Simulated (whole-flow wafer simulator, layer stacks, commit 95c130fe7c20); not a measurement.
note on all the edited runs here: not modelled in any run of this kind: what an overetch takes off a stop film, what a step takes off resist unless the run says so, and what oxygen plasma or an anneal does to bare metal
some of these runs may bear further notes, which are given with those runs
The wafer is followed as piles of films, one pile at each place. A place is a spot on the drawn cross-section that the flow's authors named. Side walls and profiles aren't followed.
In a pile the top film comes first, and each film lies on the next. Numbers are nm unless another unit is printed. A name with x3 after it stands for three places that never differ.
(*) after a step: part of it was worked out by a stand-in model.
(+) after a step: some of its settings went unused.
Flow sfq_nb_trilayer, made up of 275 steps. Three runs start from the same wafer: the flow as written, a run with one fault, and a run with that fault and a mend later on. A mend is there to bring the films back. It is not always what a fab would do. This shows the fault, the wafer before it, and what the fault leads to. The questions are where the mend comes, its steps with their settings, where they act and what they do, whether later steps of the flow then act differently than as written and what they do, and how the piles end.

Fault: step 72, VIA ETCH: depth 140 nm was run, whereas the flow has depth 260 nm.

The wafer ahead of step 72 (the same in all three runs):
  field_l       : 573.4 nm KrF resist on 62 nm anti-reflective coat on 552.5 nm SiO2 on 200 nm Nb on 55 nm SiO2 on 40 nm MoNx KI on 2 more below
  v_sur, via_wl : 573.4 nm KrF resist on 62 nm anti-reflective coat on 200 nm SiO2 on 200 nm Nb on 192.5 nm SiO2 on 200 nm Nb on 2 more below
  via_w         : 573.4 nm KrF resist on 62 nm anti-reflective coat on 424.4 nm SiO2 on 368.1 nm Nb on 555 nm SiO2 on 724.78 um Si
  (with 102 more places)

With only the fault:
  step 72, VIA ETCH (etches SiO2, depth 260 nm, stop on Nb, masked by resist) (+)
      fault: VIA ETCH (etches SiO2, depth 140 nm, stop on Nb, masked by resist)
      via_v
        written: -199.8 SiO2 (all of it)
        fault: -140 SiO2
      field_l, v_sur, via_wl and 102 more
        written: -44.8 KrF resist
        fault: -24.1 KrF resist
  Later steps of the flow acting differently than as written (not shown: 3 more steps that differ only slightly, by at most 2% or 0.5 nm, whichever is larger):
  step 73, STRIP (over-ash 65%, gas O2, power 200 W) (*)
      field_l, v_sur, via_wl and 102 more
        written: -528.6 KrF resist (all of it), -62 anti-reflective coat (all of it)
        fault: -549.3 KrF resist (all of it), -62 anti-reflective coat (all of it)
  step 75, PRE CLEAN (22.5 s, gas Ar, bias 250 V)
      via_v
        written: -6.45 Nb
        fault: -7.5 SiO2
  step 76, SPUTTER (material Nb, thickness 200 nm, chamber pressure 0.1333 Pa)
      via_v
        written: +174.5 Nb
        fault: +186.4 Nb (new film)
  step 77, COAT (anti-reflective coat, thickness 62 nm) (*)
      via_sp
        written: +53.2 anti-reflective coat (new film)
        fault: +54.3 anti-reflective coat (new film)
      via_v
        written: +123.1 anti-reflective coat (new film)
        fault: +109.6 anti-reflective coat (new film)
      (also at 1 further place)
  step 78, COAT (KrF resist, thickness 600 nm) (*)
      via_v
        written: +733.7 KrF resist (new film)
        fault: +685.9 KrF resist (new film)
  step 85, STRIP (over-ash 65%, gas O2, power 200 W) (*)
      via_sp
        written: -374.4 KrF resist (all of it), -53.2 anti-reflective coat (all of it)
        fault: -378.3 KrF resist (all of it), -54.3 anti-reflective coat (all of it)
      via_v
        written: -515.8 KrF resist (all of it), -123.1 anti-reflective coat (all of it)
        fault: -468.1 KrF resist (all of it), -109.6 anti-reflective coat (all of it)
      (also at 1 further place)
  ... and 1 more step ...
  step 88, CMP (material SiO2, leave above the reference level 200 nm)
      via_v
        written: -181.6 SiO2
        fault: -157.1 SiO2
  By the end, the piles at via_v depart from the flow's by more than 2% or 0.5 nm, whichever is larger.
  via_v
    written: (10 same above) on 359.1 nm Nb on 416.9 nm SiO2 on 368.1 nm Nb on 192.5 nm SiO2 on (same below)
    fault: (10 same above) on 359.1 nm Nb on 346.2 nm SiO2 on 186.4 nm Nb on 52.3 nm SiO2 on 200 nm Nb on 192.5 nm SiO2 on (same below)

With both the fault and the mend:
  After step 73 comes the mend.
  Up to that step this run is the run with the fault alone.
  step 73a, COAT (anti-reflective coat, thickness 62 nm) (*) (a further turn of the flow's step 65)
      p4_fl x3, p4_w1 x9, p4_g1 x2 and 63 more
        +62 anti-reflective coat (new film)
      be_r, r_sur, res, r_end, moat, field_r, lsp_l, ln_m5
        +61.8 anti-reflective coat (new film)
      lsp_m, ln_m6, lsp_r, l0_sur, l0v
        +61.9 anti-reflective coat (new film)
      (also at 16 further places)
  step 73b, COAT (KrF resist, thickness 650 nm) (*) (a further turn of the flow's step 66)
      p4_fl x3, p4_w1 x9, p4_g1 x2 and 63 more
        +650 KrF resist (new film)
      field_r, lsp_l, ln_m5, lsp_m, ln_m6, lsp_r, l0_sur, l0v
        +649.7 KrF resist (new film)
      res, r_end, moat
        +649.6 KrF resist (new film)
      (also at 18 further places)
  step 73c, SOFTBAKE (KrF resist) (a further turn of the flow's step 67)
      does not change any film at any place that is followed
  step 73d, EXPOSE (photomask I1, dose 11.91 mJ/cm2, NA 0.6, wavelength 248 nm) (*) (a further turn of the flow's step 68)
      does not change any film at any place that is followed
  step 73e, PEB (KrF resist, 90 s) (a further turn of the flow's step 69)
      ce_l, c5j, ce_r and 91 more
        -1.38 KrF resist
      field_l, v_sur, via_wl and 8 more
        -1.37 KrF resist
      via_v
        -1.58 KrF resist
  step 73f, DEVELOP (KrF resist, thickness 650 nm, 60 s) (a further turn of the flow's step 70)
      field_l, v_sur, via_wl and 102 more
        -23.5 KrF resist
      via_v
        -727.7 KrF resist (all of it)
  step 73g, VIA ETCH (etches anti-reflective coat, depth 125 nm, masked by resist) (+) (a further turn of the flow's step 71)
      field_l, v_sur, via_wl and 102 more
        -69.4 KrF resist
      via_v
        -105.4 anti-reflective coat (all of it), -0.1 SiO2
  step 73h, VIA ETCH (etches SiO2, depth 120 nm, stop on Nb, masked by resist) (+) (a further turn of the flow's step 72, with different settings)
      field_l, v_sur, via_wl and 102 more
        -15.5 KrF resist
      via_v
        -59.7 SiO2 (all of it)
  step 73i, STRIP (over-ash 65%, gas O2, power 200 W) (*) (a further turn of the flow's step 73)
      p4_fl x3, p4_w1 x9, p4_g1 x2 and 63 more
        -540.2 KrF resist (all of it), -62 anti-reflective coat (all of it)
      lsp_m, ln_m6, lsp_r, l0_sur, l0v
        -539.9 KrF resist (all of it), -61.9 anti-reflective coat (all of it)
      res, r_end, moat
        -539.8 KrF resist (all of it), -61.8 anti-reflective coat (all of it)
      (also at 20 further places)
  None of the later steps of the flow differs from how it acts as written, at any place that is followed, by more than 2% or 0.5 nm, whichever is larger.
  At the end the piles are close to the flow's at the places that both follow, differing by at most 2% or 0.5 nm, whichever is larger.
